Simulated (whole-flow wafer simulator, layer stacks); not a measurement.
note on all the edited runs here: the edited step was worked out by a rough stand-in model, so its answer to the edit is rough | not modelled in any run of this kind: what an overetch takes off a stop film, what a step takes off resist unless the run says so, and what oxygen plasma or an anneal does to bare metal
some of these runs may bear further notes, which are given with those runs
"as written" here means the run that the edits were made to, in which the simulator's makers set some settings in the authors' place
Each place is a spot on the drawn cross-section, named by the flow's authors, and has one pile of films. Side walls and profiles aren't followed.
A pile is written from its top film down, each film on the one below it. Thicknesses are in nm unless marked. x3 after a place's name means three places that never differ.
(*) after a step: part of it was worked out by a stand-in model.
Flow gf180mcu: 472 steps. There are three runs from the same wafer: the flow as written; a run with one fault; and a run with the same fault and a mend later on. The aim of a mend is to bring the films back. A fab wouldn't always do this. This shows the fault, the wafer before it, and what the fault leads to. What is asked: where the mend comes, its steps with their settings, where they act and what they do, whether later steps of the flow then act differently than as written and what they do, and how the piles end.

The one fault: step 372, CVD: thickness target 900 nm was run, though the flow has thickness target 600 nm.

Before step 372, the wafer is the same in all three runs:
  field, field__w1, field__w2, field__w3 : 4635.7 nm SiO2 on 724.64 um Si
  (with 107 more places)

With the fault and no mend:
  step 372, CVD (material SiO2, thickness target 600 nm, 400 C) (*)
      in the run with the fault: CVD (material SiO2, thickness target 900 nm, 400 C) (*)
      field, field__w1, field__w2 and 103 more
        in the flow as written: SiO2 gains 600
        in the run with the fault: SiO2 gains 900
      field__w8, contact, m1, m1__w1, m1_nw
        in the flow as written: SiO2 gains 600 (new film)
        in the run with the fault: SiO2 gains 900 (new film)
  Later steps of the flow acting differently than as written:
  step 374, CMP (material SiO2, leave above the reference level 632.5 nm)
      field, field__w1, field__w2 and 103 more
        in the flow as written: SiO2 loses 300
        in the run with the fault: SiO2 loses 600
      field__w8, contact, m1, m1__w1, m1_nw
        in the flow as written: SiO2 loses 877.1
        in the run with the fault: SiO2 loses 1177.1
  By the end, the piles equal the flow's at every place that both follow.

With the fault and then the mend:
  After step 372 comes the mend.
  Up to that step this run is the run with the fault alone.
  step 372a, WET ETCH (chemistry dHF, depth target 300 nm, 25 C, dilution 100:1) (a further turn of the flow's step 17, with different settings)
      field, field__w1, field__w2 and 108 more
        SiO2 loses 300
  Every later step of the flow that is run acts as written at every place that is followed.
  By the end, the piles equal the flow's at every place that both follow.
